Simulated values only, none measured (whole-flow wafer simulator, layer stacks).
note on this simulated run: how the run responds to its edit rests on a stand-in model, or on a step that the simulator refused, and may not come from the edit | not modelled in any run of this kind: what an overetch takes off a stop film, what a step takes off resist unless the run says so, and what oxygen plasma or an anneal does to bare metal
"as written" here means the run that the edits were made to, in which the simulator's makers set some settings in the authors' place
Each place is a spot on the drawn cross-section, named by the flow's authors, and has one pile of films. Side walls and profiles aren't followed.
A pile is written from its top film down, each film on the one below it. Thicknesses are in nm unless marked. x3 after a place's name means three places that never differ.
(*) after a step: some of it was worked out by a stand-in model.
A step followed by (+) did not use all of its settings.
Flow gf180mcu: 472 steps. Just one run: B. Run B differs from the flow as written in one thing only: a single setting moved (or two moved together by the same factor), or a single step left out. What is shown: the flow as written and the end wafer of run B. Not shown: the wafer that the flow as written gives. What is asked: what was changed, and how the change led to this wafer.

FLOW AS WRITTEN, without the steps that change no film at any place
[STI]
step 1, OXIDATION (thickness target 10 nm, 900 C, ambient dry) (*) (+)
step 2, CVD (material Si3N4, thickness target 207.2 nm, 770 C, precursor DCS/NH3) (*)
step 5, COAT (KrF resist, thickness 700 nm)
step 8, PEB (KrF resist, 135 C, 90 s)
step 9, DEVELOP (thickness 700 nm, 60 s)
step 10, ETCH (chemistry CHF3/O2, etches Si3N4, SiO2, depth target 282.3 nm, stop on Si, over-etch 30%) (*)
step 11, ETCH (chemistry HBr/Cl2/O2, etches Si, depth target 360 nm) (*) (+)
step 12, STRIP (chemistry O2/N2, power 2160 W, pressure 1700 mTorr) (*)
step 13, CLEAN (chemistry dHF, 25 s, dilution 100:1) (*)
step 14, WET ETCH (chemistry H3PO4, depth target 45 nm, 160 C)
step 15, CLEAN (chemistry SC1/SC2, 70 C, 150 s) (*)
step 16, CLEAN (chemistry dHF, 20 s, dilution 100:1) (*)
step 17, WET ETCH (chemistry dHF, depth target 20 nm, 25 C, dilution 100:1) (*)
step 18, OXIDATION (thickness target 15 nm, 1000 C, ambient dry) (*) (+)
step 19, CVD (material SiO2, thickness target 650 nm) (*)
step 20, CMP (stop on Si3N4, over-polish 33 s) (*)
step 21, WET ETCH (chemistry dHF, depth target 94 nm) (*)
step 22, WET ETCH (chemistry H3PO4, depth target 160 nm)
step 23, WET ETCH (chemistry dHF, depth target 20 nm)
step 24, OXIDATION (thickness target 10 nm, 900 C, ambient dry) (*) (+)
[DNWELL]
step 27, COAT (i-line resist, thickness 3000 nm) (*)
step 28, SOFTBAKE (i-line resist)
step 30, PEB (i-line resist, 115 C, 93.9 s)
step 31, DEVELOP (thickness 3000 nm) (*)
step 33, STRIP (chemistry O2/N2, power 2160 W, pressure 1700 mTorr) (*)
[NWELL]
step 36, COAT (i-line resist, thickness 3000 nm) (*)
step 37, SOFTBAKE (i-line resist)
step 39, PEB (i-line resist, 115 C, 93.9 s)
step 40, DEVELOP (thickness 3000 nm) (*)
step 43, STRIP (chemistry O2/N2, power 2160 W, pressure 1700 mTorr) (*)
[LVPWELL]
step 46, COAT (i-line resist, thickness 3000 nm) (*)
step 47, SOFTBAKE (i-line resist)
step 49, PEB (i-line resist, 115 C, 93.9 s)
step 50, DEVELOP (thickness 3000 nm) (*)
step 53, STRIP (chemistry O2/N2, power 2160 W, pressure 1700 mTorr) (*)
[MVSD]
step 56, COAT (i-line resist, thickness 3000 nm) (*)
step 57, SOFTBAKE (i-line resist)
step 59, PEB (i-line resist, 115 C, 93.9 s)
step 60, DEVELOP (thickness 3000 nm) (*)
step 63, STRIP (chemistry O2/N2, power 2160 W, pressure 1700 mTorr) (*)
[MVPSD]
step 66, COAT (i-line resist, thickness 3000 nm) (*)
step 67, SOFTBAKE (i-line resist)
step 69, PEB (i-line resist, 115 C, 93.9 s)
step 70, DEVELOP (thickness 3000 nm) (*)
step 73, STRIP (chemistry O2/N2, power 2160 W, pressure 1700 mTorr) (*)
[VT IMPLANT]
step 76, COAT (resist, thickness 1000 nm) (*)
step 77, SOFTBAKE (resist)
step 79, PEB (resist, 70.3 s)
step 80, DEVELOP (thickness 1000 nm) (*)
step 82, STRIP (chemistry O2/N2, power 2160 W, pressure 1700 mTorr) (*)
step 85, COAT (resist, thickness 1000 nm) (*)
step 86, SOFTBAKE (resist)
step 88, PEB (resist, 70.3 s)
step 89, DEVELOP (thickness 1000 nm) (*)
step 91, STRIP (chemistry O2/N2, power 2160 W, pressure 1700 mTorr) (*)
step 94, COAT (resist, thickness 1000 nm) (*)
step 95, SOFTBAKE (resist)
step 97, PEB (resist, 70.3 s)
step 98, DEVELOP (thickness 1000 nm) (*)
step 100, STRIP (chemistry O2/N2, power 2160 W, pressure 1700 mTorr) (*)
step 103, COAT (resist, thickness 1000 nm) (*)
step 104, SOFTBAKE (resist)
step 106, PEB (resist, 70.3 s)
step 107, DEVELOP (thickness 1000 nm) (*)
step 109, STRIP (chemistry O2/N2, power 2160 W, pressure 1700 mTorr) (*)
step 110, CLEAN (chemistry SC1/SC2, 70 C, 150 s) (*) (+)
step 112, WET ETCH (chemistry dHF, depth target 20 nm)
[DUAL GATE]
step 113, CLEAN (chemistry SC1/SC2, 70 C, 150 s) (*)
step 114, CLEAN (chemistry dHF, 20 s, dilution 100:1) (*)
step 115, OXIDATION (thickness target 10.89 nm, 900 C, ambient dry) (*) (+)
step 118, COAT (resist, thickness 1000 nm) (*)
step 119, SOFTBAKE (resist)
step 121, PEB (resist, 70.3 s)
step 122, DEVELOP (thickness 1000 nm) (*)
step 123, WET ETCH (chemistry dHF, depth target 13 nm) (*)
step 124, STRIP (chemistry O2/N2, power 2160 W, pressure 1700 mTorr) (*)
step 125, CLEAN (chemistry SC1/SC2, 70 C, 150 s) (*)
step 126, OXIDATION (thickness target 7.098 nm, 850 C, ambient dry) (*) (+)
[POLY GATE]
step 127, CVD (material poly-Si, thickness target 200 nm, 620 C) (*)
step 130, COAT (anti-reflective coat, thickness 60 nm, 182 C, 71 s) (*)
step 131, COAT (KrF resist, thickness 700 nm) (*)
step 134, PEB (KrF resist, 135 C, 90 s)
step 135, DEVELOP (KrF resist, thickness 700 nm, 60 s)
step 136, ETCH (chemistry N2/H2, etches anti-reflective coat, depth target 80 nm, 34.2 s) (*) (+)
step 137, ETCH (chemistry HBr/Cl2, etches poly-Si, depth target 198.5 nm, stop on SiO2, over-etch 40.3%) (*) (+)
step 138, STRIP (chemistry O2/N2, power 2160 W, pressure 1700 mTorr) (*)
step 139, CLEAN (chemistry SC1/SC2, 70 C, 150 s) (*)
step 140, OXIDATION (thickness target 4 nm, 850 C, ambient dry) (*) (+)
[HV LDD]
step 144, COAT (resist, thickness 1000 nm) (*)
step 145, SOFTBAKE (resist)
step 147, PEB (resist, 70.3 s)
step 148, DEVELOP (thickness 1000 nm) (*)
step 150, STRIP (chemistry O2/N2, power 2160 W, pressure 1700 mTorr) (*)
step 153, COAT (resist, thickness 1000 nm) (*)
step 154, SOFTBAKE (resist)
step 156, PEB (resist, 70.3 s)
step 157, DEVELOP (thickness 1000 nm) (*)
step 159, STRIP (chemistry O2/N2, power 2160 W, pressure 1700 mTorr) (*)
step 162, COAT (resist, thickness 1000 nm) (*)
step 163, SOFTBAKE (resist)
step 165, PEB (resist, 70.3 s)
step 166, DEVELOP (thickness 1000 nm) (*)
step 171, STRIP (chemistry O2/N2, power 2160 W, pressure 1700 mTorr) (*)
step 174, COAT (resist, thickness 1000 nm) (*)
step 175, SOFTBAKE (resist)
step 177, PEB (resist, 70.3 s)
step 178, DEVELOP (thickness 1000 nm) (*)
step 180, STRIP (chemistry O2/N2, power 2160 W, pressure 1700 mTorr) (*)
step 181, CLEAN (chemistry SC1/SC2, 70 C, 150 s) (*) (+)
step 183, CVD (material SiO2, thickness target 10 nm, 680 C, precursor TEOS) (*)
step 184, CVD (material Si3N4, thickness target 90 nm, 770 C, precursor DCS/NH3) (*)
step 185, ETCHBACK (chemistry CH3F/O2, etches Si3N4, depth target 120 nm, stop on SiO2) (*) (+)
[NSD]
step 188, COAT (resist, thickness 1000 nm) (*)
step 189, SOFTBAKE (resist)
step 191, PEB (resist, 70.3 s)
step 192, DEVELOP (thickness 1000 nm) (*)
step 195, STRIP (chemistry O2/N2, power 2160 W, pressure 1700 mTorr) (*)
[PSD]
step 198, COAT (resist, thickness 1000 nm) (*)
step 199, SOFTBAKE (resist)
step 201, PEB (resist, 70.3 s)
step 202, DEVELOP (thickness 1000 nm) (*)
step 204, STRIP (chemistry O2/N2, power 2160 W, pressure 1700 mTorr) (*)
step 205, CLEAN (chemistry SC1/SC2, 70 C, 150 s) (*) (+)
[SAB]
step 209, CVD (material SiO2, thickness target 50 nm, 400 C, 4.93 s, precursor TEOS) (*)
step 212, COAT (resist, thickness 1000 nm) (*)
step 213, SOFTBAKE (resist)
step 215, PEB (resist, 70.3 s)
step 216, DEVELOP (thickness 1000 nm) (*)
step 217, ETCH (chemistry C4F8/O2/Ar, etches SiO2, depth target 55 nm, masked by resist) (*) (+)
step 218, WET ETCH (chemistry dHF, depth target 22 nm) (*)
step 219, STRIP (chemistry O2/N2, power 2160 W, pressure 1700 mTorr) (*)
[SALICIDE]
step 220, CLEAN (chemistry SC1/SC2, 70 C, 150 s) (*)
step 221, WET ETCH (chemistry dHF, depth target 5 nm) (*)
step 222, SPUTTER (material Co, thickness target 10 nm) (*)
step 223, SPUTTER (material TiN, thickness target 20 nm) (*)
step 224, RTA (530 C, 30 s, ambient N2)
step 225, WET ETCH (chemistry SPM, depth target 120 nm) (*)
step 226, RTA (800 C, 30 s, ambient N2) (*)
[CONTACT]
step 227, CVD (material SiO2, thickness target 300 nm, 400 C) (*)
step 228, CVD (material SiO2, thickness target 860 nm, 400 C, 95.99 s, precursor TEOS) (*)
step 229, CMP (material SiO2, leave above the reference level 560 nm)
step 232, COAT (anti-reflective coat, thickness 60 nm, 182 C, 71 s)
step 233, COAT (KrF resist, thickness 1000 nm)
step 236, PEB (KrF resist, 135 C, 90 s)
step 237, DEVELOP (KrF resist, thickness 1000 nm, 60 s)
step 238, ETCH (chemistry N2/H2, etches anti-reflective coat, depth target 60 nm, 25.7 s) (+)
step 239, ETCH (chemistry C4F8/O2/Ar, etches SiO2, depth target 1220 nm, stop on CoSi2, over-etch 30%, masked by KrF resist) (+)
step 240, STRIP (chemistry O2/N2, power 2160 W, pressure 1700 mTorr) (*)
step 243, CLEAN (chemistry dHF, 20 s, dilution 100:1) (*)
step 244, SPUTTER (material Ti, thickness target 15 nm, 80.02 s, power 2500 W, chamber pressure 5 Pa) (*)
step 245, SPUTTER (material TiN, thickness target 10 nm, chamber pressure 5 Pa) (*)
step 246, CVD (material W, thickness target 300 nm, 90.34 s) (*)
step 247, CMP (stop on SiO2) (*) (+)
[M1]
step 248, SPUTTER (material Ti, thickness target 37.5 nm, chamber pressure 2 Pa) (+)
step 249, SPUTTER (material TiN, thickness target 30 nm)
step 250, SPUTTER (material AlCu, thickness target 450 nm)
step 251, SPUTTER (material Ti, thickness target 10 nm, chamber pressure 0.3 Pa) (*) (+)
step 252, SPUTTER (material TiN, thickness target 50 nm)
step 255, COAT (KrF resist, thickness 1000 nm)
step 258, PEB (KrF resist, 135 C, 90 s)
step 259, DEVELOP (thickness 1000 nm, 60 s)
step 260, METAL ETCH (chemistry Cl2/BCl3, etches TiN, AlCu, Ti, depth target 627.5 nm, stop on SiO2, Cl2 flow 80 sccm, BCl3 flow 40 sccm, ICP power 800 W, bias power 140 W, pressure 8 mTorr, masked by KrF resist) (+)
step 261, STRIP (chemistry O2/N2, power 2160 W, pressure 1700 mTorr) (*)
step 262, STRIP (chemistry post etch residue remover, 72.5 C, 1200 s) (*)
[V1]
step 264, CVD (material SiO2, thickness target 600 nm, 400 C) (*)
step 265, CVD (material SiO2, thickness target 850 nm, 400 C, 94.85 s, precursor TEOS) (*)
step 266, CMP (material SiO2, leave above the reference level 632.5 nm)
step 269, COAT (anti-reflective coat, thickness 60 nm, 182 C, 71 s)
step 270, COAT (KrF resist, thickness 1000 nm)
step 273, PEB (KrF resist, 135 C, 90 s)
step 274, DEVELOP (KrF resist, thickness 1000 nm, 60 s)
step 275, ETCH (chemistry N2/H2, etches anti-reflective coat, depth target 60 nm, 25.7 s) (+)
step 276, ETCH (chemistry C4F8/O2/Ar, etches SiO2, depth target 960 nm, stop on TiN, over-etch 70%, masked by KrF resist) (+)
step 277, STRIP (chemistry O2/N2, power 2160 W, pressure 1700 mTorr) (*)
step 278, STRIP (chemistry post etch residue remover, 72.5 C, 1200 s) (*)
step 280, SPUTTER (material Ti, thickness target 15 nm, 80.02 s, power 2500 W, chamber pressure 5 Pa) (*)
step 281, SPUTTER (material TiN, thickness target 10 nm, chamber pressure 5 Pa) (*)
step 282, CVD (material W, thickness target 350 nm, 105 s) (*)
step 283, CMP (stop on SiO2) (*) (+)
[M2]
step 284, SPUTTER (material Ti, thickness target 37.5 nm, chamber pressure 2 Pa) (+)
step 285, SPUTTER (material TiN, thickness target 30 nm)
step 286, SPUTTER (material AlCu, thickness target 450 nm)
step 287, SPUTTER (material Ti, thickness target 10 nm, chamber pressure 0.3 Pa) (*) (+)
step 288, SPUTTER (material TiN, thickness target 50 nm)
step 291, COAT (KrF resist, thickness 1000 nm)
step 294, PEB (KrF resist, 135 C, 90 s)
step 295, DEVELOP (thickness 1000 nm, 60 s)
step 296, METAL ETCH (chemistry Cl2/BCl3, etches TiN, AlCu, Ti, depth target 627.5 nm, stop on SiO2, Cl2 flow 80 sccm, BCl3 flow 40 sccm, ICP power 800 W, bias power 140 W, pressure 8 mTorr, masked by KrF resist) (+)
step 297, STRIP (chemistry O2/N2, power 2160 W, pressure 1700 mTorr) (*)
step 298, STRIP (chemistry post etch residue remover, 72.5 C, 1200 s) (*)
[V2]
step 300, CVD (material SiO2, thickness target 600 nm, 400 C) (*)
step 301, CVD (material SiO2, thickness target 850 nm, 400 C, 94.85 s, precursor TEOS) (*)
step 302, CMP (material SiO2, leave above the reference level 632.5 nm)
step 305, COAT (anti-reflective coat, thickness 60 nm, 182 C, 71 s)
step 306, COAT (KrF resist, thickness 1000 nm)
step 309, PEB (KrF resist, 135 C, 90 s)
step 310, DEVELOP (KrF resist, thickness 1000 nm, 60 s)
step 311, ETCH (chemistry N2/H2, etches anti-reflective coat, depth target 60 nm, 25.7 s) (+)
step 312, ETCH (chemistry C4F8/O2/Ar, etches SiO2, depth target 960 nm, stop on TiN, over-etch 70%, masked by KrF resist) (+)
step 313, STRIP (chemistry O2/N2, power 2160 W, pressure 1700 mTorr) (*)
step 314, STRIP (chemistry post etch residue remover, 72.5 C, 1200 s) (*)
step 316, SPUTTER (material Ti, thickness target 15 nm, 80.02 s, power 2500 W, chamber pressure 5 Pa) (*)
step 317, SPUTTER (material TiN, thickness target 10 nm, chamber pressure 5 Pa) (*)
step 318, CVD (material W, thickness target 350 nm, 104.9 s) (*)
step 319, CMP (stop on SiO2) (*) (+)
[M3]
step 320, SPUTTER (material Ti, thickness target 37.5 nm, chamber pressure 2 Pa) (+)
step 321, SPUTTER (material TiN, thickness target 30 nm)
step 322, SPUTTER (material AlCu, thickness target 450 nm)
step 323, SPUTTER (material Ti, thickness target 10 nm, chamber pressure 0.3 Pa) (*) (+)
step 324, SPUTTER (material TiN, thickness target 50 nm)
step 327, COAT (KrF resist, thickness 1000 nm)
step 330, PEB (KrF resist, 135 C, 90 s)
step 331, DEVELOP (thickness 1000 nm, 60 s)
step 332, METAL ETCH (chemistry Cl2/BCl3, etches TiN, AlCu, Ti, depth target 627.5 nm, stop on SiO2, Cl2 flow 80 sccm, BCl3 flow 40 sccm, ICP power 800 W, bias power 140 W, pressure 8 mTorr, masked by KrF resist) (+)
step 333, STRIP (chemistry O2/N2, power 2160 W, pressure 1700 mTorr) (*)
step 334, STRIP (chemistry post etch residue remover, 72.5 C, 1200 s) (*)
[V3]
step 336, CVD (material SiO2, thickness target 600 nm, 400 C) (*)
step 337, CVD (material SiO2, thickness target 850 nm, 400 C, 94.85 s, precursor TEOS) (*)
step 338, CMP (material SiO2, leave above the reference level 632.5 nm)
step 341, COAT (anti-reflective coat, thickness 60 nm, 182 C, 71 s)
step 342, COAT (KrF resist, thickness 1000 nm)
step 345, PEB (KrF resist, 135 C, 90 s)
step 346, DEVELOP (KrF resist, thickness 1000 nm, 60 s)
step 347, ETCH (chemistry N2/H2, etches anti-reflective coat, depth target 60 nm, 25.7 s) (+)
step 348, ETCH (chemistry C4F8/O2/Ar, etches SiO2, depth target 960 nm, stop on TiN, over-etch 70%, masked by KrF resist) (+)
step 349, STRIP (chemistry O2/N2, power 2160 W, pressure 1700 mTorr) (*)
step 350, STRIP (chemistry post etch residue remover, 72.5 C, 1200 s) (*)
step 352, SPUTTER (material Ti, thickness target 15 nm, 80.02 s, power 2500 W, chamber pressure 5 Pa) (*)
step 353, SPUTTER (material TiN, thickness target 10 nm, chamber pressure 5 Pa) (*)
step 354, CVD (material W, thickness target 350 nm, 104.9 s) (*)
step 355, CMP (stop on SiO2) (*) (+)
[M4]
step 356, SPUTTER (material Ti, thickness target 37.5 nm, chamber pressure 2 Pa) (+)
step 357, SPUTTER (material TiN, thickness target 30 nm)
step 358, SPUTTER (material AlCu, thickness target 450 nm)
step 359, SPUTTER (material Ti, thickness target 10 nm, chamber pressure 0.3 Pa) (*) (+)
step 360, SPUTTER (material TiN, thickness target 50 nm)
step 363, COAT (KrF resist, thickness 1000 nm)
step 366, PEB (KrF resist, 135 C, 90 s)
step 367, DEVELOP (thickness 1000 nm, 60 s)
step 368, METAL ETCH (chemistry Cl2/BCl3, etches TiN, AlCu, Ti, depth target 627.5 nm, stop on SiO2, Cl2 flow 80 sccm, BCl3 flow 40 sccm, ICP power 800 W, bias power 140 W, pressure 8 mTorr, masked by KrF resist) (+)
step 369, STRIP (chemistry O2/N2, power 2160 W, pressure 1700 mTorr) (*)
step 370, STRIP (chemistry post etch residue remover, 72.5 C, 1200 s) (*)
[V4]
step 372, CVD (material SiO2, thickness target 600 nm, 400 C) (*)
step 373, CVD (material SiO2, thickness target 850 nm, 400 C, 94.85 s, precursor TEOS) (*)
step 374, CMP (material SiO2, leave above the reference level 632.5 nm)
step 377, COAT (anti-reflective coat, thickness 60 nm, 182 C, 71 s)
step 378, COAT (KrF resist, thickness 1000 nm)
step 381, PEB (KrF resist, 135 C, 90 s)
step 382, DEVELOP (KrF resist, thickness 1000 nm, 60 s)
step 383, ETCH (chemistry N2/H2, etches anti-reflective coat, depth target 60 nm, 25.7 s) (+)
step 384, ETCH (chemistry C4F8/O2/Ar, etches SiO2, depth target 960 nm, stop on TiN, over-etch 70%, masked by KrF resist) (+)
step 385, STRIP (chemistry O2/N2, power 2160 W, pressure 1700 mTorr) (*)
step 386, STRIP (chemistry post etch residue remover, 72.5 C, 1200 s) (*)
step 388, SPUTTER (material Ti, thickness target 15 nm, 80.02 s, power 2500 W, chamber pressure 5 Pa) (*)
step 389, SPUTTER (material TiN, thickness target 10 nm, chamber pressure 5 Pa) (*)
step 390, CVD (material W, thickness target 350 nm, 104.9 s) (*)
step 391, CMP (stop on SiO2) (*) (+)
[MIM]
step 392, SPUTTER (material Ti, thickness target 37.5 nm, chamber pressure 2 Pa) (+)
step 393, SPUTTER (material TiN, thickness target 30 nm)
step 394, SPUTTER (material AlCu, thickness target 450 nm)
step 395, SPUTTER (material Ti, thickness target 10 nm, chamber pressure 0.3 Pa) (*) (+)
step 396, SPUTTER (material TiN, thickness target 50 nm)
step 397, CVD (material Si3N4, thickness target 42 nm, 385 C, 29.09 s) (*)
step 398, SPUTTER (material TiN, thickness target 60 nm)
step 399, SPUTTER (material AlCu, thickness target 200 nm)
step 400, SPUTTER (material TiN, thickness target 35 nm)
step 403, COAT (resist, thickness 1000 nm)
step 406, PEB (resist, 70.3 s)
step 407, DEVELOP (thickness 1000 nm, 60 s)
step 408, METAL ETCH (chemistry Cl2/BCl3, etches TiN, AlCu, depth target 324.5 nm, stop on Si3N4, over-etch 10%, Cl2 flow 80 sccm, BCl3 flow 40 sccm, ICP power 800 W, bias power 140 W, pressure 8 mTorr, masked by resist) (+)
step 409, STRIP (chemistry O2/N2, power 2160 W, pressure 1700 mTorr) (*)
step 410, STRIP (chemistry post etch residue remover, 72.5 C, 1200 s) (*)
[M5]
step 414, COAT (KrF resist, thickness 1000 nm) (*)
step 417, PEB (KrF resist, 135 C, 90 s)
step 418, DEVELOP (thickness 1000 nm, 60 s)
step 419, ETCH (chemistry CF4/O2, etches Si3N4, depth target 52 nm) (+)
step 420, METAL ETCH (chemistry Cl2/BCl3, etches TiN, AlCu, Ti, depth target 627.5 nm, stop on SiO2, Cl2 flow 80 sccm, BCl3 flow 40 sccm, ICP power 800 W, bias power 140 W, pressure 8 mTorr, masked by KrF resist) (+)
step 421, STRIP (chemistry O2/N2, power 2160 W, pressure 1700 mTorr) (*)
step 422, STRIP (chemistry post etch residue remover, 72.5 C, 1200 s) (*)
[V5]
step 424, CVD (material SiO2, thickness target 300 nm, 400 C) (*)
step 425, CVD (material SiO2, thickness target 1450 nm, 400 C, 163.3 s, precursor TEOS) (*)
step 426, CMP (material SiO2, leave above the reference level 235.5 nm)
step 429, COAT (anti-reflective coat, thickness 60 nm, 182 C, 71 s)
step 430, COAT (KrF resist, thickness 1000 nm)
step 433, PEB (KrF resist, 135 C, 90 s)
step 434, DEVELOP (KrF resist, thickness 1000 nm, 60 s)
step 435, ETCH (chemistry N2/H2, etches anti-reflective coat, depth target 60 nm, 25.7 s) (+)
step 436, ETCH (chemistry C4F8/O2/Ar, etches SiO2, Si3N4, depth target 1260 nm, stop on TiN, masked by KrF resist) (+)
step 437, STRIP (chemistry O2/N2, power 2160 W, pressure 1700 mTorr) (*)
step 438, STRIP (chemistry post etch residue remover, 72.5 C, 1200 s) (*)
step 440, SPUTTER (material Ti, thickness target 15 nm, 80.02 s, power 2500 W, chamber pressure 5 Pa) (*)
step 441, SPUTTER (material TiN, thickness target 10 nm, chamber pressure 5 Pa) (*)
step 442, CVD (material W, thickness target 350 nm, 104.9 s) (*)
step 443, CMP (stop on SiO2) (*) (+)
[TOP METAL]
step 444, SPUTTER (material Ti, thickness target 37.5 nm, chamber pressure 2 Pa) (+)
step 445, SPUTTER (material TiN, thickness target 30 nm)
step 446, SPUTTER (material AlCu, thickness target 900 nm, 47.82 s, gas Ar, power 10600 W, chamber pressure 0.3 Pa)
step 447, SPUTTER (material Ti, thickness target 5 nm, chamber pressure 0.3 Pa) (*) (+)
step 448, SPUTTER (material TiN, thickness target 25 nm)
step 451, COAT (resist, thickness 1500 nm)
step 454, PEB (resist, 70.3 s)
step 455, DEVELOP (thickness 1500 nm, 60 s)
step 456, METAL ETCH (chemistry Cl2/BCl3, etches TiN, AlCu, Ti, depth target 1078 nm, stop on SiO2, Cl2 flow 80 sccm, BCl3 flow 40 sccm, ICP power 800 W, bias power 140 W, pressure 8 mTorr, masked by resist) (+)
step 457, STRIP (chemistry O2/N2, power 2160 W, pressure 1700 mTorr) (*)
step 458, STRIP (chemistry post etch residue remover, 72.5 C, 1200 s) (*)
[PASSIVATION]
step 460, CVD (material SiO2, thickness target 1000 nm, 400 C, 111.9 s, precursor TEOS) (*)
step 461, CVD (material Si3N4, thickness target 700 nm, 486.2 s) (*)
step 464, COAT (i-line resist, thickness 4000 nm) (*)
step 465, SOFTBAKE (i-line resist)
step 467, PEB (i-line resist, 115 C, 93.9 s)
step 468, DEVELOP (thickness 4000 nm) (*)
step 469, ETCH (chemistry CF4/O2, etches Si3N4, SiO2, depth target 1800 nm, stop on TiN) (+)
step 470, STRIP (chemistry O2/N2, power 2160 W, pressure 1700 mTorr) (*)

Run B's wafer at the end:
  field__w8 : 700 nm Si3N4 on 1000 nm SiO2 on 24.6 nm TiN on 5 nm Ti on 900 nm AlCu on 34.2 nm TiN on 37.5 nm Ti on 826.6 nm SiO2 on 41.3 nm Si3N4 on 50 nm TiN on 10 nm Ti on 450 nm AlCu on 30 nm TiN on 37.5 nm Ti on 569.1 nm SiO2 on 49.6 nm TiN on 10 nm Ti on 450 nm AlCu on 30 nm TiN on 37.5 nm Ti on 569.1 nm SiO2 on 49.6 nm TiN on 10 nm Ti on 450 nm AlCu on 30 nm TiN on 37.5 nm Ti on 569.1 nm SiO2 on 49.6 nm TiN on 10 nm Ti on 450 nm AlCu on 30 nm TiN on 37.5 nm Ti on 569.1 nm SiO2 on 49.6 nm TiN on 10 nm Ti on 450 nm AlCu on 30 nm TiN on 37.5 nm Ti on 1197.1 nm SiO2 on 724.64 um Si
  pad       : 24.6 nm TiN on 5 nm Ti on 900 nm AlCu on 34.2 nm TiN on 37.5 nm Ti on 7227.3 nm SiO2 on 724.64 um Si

The reason: step 445, SPUTTER: thickness target 34.2 nm was run, though the flow has thickness target 30 nm.
The wafer itself shows it: field__w8 has TiN 34.2, and step 445 as written asks for 30 nm.

The path from the change to this, step by step:
  step 445, SPUTTER (material TiN, thickness target 30 nm)
      field, field__w1, field__w2 and 109 more: TiN gains 34.2 (new film) (in the flow as written it would be: TiN gains 30 (new film))
  step 456, METAL ETCH (chemistry Cl2/BCl3, etches TiN, AlCu, Ti, depth target 1078 nm, stop on SiO2, Cl2 flow 80 sccm, BCl3 flow 40 sccm, ICP power 800 W, bias power 140 W, pressure 8 mTorr, masked by resist) (+)
      field, field__w1, field__w2 and 103 more: TiN loses 25 (all of it), Ti loses 5 (all of it), AlCu loses 900 (all of it), TiN loses 34.2 (all of it), Ti loses 37.5 (all of it) (in the flow as written it would be: TiN loses 25 (all of it), Ti loses 5 (all of it), AlCu loses 900 (all of it), TiN loses 30 (all of it), Ti loses 37.5 (all of it))
  step 465, SOFTBAKE (i-line resist)
      gate: i-line resist loses 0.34 (in the flow as written it would be: i-line resist gains 1.79)
      ld_acc_p, ld_fp_p: i-line resist gains 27 (in the flow as written it would be: i-line resist gains 33.8)
      (also at 58 further places)
